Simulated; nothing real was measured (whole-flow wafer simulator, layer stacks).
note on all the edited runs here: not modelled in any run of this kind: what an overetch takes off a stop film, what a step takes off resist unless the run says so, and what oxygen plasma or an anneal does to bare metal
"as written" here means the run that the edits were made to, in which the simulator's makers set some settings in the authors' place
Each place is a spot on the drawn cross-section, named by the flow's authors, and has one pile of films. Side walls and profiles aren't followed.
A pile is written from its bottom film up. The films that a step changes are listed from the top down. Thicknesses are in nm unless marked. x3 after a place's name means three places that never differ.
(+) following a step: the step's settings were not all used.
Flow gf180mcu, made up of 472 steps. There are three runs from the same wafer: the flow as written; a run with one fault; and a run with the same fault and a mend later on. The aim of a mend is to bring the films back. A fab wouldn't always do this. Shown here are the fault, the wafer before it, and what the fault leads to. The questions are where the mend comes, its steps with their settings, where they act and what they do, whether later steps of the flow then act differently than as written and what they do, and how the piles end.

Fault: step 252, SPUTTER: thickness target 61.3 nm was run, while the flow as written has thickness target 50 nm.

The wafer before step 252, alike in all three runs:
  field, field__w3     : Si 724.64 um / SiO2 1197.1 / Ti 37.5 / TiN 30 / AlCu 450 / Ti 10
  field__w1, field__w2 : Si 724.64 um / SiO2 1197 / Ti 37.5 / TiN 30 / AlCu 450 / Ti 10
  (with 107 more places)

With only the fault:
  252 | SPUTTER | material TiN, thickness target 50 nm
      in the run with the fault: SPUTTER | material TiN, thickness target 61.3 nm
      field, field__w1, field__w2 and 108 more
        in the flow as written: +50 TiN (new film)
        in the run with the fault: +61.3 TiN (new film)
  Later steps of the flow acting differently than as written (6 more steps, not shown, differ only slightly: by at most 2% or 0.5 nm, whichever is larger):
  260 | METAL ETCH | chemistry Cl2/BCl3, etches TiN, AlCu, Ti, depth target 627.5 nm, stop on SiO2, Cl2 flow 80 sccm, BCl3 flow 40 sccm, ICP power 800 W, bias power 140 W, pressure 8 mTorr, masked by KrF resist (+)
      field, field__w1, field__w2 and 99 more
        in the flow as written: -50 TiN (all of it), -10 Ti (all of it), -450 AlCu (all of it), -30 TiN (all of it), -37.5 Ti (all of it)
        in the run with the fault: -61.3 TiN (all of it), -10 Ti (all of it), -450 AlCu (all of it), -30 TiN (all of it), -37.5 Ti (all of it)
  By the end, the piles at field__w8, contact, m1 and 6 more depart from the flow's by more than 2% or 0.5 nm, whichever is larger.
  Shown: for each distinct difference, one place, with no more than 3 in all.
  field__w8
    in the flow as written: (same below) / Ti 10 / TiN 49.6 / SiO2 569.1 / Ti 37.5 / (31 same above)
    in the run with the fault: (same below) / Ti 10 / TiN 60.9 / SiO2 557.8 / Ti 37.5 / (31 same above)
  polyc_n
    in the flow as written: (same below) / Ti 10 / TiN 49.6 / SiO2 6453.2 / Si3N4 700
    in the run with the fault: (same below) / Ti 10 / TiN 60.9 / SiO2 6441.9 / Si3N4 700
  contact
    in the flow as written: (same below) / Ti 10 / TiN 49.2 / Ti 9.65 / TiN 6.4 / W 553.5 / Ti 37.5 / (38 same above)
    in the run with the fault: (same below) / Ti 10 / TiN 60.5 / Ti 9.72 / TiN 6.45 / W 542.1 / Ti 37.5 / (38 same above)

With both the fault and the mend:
  The mend stands after step 252.
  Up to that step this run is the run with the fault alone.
  252a | METAL ETCH | chemistry Cl2/BCl3, etches TiN, AlCu, Ti, depth target 11.3 nm, Cl2 flow 80 sccm, BCl3 flow 40 sccm, ICP power 800 W, bias power 140 W, pressure 8 mTorr
      field, field__w1, field__w2 and 108 more
        -11.3 TiN
  Every later step of the flow that is run acts as written at every place that is followed.
  At every place that both follow, the piles at the end match the flow's.
